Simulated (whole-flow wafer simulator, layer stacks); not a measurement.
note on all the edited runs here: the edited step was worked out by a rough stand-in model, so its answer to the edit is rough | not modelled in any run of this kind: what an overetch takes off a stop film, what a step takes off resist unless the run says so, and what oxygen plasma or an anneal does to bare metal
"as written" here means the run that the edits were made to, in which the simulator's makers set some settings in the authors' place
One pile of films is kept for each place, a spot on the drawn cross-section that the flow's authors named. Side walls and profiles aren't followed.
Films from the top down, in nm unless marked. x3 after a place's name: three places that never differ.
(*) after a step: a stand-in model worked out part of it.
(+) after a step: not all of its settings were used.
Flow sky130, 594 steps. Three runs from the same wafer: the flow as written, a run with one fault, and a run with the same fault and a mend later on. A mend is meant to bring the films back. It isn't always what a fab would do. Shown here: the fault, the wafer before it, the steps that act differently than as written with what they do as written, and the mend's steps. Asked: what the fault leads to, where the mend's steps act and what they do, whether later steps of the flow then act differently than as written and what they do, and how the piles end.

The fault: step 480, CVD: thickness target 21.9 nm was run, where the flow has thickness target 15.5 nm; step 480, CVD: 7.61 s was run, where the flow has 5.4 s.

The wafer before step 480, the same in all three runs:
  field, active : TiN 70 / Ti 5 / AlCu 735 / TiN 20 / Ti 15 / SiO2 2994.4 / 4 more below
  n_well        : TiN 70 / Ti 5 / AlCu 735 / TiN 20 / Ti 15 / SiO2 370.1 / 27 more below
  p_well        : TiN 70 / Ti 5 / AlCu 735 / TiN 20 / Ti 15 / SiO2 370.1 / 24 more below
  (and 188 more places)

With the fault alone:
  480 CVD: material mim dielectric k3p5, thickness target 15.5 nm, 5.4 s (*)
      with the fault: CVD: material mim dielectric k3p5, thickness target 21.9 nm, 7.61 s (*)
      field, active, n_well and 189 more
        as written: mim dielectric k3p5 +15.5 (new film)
        with the fault: mim dielectric k3p5 +21.9 (new film)
  Later steps of the flow that act differently than as written (4 more steps differ only slightly, by at most 2% or 0.5 nm, whichever is larger, and aren't shown):
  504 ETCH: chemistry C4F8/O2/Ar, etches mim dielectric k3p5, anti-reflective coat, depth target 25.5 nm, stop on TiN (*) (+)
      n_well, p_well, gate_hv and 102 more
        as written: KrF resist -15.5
        with the fault: KrF resist -17
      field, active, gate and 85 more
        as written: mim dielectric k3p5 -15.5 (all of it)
        with the fault: mim dielectric k3p5 -21.9 (all of it)
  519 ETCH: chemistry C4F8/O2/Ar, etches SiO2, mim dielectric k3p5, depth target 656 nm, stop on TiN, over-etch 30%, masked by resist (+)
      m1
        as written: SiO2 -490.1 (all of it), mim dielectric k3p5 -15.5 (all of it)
        with the fault: SiO2 -483.7 (all of it), mim dielectric k3p5 -21.9 (all of it)
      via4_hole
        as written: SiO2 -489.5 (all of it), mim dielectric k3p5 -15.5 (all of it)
        with the fault: SiO2 -483.1 (all of it), mim dielectric k3p5 -21.9 (all of it)
  At the end the piles differ from the flow's by more than 2% or 0.5 nm, whichever is larger, at n_well, p_well, gate_hv and 100 more.
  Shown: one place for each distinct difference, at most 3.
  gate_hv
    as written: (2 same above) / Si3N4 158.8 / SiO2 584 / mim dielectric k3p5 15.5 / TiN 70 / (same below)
    with the fault: (2 same above) / Si3N4 158.8 / SiO2 577.6 / mim dielectric k3p5 21.9 / TiN 70 / (same below)
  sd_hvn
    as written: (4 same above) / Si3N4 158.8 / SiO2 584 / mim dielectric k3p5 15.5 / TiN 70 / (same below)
    with the fault: (4 same above) / Si3N4 158.8 / SiO2 577.6 / mim dielectric k3p5 21.9 / TiN 70 / (same below)
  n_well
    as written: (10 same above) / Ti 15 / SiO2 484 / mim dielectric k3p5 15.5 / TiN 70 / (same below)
    with the fault: (10 same above) / Ti 15 / SiO2 477.6 / mim dielectric k3p5 21.9 / TiN 70 / (same below)

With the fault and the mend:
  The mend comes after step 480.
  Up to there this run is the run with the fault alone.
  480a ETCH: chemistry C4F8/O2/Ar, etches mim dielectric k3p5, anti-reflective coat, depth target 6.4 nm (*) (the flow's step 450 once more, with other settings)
      field, active, n_well and 189 more
        mim dielectric k3p5 -6.4
  No later step of the flow acts differently than as written at any place that is followed.
  At the end the piles are the same as the flow's at every place that both follow.
